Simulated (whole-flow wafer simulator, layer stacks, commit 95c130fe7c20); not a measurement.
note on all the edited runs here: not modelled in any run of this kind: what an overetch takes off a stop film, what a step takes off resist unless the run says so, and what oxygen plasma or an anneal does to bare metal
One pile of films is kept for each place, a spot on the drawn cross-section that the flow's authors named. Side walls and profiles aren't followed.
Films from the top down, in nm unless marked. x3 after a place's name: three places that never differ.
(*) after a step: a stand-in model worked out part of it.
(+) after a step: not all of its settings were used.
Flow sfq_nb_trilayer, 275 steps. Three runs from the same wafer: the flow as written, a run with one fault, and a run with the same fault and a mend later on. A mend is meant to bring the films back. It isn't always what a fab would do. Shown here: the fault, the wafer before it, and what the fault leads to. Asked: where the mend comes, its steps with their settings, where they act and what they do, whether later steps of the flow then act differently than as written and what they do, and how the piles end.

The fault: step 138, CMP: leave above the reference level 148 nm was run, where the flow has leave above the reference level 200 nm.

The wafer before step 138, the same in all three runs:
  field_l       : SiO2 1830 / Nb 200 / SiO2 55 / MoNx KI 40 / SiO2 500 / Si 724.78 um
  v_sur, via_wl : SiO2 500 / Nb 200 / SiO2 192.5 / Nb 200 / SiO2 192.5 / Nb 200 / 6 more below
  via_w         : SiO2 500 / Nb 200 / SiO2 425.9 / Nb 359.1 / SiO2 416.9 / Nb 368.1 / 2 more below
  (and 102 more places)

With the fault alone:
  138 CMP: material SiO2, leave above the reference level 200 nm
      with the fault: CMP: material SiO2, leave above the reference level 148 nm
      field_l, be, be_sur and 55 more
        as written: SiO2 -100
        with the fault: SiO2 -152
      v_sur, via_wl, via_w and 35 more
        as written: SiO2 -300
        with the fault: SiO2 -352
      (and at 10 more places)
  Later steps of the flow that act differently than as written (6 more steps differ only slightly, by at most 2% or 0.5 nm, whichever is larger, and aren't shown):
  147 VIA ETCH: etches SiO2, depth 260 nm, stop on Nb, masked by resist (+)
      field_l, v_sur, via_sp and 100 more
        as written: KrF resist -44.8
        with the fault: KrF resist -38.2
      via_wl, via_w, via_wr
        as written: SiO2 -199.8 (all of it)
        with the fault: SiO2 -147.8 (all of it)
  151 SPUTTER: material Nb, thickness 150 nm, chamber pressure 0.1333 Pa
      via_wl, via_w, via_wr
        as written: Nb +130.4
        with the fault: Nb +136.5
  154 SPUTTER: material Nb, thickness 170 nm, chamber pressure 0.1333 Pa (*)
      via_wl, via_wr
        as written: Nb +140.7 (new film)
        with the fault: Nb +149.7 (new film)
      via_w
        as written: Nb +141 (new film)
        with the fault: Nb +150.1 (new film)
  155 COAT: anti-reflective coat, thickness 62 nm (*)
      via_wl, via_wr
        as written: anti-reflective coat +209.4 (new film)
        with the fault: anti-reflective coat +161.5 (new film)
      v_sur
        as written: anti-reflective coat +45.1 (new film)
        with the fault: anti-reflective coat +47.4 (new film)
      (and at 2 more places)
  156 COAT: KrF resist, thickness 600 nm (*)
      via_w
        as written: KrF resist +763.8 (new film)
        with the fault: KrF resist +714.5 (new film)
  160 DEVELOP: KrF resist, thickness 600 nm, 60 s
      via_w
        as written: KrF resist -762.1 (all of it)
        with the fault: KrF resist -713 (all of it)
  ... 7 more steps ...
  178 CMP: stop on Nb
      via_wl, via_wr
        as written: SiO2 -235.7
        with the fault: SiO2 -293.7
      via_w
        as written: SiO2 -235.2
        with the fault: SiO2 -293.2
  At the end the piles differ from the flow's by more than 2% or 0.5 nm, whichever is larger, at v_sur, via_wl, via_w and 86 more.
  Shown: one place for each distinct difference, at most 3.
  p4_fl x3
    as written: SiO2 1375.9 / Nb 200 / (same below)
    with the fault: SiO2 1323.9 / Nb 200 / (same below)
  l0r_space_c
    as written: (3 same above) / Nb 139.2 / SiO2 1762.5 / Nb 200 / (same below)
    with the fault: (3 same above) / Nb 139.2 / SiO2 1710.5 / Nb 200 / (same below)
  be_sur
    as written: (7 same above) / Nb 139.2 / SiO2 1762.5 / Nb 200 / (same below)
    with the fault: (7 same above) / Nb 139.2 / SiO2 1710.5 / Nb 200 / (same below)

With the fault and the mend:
  The mend comes after step 139.
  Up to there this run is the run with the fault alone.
  139a PECVD: material SiO2, thickness 52 nm, 150 C, 11.56 s, RF power 183.3 W, pressure 2.4 Torr, precursor SiH4/N2O (the flow's step 137 once more, with other settings)
      field_l, v_sur, via_wl and 103 more
        SiO2 +52
  No later step of the flow acts differently than as written, at any place that is followed, by more than 2% or 0.5 nm, whichever is larger.
  At the end the piles differ from the flow's only slightly at the places that both follow, by at most 2% or 0.5 nm, whichever is larger.
